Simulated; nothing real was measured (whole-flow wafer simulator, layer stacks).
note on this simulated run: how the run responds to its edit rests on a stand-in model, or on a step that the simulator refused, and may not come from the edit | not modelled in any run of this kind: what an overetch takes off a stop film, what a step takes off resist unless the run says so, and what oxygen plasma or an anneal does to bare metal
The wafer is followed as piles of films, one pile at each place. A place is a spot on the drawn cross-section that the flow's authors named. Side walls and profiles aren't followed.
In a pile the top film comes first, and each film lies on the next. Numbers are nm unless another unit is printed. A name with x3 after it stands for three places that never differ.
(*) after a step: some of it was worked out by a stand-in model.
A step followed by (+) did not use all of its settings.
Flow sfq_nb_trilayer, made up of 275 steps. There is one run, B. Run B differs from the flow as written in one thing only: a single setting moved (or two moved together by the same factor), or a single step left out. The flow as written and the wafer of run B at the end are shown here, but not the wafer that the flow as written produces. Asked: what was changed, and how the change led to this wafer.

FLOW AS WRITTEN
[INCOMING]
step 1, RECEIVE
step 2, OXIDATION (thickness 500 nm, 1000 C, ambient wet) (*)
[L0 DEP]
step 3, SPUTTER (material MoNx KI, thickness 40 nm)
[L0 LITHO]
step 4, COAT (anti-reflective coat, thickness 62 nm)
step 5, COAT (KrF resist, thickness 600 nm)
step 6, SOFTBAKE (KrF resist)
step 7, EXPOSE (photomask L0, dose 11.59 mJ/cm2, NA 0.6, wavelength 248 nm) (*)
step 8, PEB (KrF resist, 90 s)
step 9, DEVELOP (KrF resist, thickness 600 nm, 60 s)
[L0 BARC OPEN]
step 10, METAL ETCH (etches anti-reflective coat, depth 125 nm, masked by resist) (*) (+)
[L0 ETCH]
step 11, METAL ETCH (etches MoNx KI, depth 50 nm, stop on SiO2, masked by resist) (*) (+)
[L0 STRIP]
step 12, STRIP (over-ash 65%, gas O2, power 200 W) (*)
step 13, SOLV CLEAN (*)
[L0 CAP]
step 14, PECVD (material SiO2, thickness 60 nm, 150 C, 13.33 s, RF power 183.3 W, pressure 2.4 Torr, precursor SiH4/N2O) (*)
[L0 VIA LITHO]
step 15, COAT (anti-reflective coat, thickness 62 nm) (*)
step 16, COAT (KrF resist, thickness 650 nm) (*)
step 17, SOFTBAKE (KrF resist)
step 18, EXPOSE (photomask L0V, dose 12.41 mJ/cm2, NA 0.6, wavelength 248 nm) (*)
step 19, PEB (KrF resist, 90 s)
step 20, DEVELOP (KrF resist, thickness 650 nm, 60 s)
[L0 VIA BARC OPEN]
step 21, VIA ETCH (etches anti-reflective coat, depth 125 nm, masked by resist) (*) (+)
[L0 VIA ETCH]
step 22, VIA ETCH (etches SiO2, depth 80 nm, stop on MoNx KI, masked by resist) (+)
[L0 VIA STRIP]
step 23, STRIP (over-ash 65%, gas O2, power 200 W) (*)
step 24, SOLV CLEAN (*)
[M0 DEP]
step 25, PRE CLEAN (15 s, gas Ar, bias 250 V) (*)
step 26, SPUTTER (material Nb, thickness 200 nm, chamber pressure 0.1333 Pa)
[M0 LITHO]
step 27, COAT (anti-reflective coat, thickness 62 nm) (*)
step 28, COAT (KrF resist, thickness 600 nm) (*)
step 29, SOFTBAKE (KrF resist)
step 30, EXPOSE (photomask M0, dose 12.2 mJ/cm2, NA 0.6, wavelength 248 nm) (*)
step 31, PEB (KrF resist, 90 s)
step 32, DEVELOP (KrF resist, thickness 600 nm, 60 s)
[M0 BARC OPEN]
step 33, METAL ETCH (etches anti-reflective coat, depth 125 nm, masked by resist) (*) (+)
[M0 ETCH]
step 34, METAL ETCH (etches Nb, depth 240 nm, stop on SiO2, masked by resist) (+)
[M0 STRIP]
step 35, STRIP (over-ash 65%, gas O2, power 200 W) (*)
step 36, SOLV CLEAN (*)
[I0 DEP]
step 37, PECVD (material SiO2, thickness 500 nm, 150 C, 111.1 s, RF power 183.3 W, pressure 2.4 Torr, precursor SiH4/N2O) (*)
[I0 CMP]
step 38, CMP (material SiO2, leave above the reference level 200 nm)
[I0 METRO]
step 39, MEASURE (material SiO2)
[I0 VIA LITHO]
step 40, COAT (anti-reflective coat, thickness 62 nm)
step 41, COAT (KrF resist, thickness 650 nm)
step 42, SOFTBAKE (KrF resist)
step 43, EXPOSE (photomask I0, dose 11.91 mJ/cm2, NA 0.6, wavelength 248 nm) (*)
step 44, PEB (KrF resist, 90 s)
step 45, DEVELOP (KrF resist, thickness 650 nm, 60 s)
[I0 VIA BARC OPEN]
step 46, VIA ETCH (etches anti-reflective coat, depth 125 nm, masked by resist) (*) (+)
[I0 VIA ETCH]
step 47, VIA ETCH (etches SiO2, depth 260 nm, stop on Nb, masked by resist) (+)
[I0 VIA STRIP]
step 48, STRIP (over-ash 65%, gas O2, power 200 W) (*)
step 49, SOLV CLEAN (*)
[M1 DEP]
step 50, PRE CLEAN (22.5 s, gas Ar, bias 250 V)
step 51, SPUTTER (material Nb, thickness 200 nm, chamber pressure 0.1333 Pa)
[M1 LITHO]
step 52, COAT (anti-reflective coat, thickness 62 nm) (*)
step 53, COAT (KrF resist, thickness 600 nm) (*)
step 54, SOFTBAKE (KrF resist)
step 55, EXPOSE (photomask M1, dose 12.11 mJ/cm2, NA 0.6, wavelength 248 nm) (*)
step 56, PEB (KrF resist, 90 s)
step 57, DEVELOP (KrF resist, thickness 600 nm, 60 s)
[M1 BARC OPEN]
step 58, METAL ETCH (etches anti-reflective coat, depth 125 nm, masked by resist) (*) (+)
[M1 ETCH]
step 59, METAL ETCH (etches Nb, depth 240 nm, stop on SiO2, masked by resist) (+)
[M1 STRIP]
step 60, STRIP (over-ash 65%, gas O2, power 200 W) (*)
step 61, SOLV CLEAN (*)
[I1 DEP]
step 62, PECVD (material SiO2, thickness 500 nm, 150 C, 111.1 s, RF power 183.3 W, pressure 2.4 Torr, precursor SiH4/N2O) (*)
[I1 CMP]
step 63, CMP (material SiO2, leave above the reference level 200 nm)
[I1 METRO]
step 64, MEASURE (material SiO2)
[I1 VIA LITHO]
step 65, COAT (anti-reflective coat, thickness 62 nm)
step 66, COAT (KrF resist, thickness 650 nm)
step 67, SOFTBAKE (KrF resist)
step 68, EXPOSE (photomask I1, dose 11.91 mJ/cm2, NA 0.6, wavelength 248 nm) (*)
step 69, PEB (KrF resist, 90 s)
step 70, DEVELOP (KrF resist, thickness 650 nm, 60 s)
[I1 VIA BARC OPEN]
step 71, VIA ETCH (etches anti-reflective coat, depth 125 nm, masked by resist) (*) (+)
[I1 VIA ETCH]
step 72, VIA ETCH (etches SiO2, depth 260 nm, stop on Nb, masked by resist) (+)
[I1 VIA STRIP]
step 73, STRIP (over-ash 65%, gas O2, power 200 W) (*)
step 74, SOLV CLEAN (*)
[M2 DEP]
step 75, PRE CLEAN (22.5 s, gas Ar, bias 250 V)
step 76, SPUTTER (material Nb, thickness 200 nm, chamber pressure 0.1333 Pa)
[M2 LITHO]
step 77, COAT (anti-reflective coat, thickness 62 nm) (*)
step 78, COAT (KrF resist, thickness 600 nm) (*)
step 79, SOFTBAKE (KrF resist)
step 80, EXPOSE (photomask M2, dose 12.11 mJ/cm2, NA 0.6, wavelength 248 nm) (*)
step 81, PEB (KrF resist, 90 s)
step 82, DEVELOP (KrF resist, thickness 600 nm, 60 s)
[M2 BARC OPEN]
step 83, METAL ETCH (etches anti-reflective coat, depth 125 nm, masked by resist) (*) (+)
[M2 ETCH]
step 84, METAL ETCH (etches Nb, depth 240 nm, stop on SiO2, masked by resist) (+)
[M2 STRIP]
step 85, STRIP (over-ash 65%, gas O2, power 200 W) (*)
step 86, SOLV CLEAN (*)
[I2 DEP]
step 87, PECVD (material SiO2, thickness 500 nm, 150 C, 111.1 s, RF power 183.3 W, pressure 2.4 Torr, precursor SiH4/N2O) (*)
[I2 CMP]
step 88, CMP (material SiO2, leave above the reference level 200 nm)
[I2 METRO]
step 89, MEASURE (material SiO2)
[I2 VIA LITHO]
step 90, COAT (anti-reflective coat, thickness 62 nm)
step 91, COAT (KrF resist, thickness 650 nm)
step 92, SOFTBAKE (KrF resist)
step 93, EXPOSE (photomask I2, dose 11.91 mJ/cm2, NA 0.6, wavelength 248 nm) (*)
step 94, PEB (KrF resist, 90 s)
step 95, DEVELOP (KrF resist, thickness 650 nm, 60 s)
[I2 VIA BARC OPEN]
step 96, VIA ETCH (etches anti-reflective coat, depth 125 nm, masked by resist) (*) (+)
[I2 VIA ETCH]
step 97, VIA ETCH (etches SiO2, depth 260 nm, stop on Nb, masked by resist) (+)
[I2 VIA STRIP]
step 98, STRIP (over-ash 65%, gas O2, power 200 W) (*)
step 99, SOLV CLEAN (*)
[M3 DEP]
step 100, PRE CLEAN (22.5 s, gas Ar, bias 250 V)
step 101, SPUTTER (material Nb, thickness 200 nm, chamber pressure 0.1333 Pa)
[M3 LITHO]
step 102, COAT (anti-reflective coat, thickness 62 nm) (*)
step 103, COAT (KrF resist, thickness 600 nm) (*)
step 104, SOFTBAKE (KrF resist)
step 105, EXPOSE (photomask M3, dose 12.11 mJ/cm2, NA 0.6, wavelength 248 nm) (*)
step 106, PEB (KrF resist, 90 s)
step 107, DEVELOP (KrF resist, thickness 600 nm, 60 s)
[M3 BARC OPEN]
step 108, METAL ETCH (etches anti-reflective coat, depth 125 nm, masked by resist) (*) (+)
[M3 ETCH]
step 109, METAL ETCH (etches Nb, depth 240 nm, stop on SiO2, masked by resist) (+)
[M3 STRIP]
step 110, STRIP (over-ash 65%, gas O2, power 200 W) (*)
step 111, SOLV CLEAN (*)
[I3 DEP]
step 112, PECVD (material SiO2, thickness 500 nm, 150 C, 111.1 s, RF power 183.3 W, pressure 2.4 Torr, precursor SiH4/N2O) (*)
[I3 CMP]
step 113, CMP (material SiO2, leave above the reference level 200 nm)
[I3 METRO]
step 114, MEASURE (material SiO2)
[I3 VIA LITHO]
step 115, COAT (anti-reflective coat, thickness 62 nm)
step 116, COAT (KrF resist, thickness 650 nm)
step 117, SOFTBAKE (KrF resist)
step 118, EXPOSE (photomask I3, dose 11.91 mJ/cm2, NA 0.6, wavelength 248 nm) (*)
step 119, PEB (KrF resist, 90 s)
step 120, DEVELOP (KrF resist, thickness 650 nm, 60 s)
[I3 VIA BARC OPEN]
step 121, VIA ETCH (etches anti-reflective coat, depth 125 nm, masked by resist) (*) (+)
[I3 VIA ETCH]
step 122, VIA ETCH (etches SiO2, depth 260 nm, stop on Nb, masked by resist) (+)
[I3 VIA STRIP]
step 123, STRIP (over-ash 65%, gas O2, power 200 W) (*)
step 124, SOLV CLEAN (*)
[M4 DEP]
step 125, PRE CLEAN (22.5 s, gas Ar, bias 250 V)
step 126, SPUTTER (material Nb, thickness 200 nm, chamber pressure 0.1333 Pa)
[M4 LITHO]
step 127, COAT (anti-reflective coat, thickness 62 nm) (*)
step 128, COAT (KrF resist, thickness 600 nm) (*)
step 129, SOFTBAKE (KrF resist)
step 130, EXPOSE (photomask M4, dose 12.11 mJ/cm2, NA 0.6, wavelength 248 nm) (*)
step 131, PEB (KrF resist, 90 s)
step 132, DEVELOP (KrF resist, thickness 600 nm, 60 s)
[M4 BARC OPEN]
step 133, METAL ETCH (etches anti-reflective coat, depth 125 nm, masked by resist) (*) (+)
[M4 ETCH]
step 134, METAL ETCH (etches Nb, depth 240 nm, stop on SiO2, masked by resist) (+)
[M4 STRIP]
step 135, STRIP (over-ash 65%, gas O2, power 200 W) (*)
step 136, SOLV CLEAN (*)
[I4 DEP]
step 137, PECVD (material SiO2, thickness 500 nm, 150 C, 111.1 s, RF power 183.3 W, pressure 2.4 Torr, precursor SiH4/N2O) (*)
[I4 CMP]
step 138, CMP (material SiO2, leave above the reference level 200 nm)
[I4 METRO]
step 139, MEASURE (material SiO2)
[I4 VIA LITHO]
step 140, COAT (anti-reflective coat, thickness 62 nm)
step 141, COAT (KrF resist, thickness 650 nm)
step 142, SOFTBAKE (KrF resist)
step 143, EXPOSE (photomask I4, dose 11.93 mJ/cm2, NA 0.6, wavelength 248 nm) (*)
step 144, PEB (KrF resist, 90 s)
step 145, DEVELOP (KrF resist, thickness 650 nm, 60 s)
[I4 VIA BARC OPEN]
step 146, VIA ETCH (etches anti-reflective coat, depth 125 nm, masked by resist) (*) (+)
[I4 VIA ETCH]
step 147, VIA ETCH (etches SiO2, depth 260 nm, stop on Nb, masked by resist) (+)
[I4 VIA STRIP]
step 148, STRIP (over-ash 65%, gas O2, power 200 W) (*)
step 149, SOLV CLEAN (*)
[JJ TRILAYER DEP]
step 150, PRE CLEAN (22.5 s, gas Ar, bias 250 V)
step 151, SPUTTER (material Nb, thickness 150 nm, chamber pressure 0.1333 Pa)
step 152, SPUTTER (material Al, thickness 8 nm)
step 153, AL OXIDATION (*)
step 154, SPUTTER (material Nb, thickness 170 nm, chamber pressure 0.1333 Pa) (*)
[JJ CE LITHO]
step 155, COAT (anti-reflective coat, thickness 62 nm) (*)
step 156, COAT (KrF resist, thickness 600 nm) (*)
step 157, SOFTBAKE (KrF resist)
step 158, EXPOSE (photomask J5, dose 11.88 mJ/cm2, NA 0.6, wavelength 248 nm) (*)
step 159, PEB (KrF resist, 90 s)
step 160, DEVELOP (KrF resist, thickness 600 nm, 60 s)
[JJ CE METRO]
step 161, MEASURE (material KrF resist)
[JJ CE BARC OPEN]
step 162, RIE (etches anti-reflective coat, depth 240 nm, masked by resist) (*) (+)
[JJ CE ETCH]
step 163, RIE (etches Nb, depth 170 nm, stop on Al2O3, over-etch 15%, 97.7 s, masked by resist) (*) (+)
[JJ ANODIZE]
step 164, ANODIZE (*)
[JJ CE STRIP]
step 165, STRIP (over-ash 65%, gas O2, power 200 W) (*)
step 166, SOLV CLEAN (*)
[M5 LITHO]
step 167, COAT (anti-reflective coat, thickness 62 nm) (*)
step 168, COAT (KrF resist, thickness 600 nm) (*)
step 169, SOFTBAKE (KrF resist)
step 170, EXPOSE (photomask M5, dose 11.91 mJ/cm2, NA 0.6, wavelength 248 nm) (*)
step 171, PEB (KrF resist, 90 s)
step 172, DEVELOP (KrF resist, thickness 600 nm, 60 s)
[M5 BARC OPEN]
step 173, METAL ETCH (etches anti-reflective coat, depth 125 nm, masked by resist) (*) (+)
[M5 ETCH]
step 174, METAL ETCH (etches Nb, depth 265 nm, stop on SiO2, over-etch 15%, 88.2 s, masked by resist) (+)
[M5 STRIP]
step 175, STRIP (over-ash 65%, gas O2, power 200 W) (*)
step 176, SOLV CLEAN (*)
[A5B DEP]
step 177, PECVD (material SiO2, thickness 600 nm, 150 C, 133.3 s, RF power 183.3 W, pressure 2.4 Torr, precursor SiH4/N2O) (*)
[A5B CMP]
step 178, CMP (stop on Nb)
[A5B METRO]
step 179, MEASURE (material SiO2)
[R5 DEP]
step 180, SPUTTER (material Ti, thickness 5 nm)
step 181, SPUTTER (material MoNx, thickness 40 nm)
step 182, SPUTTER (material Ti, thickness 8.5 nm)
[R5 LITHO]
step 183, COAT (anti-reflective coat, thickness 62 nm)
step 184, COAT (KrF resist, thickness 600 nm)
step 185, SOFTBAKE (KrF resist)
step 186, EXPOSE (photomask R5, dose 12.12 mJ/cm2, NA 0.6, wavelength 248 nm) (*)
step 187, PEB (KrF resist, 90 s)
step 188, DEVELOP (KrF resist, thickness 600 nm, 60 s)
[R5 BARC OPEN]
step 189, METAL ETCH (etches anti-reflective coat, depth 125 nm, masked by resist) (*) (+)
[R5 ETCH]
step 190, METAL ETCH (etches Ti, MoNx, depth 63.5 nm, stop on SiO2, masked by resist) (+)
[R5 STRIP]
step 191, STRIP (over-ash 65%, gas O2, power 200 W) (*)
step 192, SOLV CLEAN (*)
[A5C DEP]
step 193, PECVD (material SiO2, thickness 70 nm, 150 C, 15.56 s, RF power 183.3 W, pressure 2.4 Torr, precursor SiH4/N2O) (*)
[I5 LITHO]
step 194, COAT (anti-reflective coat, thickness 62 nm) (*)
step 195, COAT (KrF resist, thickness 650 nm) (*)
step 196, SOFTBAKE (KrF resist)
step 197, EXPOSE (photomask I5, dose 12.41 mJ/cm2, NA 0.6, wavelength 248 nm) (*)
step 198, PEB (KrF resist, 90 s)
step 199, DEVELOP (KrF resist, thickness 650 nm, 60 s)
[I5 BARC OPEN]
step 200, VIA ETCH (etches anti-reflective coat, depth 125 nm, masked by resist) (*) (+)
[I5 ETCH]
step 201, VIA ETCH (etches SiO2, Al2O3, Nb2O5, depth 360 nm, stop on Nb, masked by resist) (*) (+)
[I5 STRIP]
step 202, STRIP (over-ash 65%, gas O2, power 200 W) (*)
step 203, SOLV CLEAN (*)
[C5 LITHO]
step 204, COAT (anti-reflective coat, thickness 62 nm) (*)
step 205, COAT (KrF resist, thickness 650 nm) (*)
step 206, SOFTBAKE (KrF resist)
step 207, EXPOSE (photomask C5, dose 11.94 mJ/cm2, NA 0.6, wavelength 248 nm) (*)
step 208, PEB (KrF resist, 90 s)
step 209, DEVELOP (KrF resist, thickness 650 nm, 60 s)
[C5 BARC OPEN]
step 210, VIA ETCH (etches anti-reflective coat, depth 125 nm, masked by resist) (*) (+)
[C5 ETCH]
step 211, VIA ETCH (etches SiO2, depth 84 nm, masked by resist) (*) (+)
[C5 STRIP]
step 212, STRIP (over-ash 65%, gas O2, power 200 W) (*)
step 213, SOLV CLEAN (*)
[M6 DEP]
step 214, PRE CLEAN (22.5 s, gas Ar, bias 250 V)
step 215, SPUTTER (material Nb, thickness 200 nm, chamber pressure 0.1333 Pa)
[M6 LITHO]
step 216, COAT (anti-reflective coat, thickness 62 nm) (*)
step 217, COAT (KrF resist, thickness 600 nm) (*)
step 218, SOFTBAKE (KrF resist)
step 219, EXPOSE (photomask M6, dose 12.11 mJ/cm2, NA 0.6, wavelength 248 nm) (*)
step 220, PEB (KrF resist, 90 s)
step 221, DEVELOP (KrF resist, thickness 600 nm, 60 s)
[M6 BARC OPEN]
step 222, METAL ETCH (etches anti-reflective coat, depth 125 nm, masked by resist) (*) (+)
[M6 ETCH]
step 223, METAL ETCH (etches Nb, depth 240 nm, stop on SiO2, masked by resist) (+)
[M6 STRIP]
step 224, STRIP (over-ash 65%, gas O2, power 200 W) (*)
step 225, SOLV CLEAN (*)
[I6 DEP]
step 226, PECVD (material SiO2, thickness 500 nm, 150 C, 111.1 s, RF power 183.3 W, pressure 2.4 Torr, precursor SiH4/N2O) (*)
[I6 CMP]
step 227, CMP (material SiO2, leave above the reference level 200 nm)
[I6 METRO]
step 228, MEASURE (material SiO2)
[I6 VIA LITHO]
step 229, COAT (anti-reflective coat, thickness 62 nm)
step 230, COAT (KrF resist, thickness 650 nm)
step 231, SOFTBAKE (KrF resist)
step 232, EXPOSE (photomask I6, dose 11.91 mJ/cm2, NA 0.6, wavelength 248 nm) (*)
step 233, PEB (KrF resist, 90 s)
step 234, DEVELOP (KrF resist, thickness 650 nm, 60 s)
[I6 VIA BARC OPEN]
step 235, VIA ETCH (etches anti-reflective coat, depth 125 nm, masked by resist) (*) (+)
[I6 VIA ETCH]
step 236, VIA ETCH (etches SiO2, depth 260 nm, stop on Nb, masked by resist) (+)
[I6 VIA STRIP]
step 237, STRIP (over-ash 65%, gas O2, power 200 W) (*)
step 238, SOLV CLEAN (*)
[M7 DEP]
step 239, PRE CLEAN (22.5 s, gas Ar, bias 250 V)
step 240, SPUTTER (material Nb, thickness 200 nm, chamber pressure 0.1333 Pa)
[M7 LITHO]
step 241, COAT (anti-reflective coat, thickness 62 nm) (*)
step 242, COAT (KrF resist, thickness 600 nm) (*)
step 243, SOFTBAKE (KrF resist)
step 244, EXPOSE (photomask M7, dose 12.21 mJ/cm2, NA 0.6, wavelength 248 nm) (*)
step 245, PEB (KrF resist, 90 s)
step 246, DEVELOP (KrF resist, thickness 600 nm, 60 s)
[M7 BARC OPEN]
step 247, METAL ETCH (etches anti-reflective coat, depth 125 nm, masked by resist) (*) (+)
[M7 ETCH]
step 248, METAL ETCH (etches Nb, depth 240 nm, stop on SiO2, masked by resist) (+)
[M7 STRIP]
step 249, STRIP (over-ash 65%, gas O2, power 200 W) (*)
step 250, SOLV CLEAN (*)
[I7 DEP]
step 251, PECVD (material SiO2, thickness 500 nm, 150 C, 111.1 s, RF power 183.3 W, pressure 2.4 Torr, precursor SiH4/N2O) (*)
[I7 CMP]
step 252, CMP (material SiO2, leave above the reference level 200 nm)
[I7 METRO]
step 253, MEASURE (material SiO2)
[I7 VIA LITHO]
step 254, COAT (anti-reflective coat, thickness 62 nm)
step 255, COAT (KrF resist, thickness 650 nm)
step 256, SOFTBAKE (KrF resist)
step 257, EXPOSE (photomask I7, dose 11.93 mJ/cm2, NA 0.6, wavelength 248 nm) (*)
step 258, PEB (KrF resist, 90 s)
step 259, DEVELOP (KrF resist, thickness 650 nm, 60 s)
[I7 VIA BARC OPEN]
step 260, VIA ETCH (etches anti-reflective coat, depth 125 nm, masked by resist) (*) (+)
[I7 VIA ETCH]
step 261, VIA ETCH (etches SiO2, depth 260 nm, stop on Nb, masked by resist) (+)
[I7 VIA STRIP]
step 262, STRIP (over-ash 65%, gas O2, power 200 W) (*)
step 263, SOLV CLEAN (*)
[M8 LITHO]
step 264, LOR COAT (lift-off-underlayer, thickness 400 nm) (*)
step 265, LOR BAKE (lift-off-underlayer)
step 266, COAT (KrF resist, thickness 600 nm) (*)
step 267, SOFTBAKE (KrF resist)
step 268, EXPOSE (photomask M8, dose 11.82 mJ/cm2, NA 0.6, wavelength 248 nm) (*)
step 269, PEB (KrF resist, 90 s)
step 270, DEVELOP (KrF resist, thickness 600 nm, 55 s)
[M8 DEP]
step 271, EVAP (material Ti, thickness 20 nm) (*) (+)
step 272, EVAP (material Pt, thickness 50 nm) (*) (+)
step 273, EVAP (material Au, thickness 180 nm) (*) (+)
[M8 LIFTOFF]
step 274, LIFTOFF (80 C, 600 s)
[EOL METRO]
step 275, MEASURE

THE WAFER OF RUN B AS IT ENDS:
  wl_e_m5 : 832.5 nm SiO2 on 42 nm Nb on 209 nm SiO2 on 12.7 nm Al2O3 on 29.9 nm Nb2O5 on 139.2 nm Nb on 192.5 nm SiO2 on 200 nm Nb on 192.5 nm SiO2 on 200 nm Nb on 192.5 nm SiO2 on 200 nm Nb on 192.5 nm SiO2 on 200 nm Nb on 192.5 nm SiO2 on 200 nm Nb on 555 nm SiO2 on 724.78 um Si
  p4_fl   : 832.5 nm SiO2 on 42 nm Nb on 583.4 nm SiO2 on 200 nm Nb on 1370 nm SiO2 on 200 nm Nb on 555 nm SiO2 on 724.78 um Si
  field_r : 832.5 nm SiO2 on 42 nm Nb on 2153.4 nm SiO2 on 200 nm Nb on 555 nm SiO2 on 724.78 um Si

The reason: step 215, SPUTTER: thickness 282 nm was run, though the flow has thickness 200 nm.

The path from the change to this, step by step:
  step 215, SPUTTER (material Nb, thickness 200 nm, chamber pressure 0.1333 Pa)
      field_l, v_sur, via_wl and 100 more: Nb gains 282 (new film) (in the flow as written it would be: Nb gains 200 (new film))
      be: Nb gains 206.5 (in the flow as written it would be: Nb gains 147.3)
      (also at 2 further places)
  step 216, COAT (anti-reflective coat, thickness 62 nm) (*)
      be: anti-reflective coat gains 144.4 (new film) (in the flow as written it would be: anti-reflective coat gains 136.7 (new film))
      c5j: anti-reflective coat gains 113.3 (new film) (in the flow as written it would be: anti-reflective coat gains 110.7 (new film))
  step 223, METAL ETCH (etches Nb, depth 240 nm, stop on SiO2, masked by resist) (+)
      field_l, gap, moat and 76 more: Nb loses 240 (in the flow as written it would be: Nb loses 200 (all of it))
  step 224, STRIP (over-ash 65%, gas O2, power 200 W) (*)
      be: KrF resist loses 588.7 (all of it), anti-reflective coat loses 144.4 (all of it) (in the flow as written it would be: KrF resist loses 575.8 (all of it), anti-reflective coat loses 136.7 (all of it))
      c5j: KrF resist loses 417 (all of it), anti-reflective coat loses 113.3 (all of it) (in the flow as written it would be: KrF resist loses 418.3 (all of it), anti-reflective coat loses 110.7 (all of it))
  step 226, PECVD (material SiO2, thickness 500 nm, 150 C, 111.1 s, RF power 183.3 W, pressure 2.4 Torr, precursor SiH4/N2O) (*)
      field_l, p4_fl, p4_fm and 62 more: SiO2 gains 500 (new film) (in the flow as written it would be: SiO2 gains 500)
      moat, field_r, lsp_l, ln_m5, lsp_m: SiO2 gains 492.3 (new film) (in the flow as written it would be: SiO2 gains 493.6)
      (also at 10 further places)
  step 227, CMP (material SiO2, leave above the reference level 200 nm)
      field_l, p4_fl, p4_fm and 59 more: SiO2 loses 60 (in the flow as written it would be: SiO2 loses 100)
      moat, field_r, lsp_l, ln_m5, lsp_m: SiO2 loses 52.3 (in the flow as written it would be: SiO2 loses 93.6)
      (also at 9 further places)
With metal films that touch counted as one body, wl_e_m5 has 7 bodies (between them, from the top down: SiO2 209 / Al2O3 12.7 / Nb2O5 29.9; SiO2 192.5; SiO2 192.5; SiO2 192.5; SiO2 192.5; SiO2 192.5); the flow as written gives 6 bodies (between them, from the top down: SiO2 192.5; SiO2 192.5; SiO2 192.5; SiO2 192.5; SiO2 192.5).
With metal films that touch counted as one body, p4_fl has 3 bodies (between them, from the top down: SiO2 583.4; SiO2 1370); the flow as written gives 2 bodies (between them, from the top down: SiO2 1370).
With metal films that touch counted as one body, field_r has 2 bodies (between them, from the top down: SiO2 2153.4); the flow as written gives 1 body.
